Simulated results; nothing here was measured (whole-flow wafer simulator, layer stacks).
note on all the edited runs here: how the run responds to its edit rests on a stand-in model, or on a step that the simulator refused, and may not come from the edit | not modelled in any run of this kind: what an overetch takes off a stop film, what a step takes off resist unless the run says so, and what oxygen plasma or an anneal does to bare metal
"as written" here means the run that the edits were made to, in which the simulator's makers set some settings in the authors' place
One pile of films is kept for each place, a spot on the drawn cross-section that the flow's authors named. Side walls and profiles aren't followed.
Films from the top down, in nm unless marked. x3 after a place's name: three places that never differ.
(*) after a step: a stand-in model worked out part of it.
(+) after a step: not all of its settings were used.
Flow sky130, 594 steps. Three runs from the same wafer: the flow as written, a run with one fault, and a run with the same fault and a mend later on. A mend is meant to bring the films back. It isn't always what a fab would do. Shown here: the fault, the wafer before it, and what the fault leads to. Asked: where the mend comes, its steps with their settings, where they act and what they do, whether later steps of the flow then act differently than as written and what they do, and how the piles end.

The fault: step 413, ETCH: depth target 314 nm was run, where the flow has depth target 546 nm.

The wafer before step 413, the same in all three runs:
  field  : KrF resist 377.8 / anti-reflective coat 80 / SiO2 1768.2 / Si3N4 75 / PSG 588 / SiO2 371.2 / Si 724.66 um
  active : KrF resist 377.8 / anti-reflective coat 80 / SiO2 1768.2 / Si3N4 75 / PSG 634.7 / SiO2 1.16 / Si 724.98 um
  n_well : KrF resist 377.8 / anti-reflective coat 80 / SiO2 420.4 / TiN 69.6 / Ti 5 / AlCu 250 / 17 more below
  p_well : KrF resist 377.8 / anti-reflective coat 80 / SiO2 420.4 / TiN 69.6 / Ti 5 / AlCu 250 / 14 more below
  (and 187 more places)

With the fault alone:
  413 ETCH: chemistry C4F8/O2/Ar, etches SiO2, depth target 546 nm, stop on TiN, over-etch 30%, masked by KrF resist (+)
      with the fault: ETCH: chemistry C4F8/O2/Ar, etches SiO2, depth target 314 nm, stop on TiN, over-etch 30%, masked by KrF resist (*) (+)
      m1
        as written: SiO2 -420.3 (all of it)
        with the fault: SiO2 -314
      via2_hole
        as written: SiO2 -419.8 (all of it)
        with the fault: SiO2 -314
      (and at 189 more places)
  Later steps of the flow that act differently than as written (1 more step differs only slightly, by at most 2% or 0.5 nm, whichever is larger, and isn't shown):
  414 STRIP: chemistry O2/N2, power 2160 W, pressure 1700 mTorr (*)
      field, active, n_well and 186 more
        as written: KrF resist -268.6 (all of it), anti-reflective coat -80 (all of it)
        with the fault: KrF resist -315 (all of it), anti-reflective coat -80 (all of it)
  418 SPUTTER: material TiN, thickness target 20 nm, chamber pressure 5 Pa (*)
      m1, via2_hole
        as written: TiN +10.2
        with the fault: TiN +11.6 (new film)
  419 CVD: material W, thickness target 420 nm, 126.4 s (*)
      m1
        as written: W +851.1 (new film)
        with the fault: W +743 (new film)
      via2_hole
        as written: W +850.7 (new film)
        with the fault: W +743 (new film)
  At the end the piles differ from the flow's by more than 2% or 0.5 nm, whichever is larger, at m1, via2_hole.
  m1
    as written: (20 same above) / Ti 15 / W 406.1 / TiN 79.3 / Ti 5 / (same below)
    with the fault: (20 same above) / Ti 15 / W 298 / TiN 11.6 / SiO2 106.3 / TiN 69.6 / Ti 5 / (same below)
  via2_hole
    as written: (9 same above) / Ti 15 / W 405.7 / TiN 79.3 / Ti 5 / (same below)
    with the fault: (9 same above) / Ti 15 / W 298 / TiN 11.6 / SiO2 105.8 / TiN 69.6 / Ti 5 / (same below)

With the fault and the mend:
  The mend comes after step 413.
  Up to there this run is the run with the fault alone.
  413a ETCH: chemistry C4F8/O2/Ar, etches SiO2, depth target 232 nm, stop on TiN, over-etch 30%, masked by KrF resist (+) (the flow's step 413 once more, with other settings)
      field, active, n_well and 186 more
        KrF resist -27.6
      m1
        SiO2 -106.3 (all of it)
      via2_hole
        SiO2 -105.8 (all of it)
  Later steps of the flow that act differently than as written:
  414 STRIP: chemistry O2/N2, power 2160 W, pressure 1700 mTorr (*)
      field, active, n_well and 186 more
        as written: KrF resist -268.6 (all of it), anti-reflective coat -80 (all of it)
        with the mend: KrF resist -287.4 (all of it), anti-reflective coat -80 (all of it)
  At the end the piles are the same as the flow's at every place that both follow.
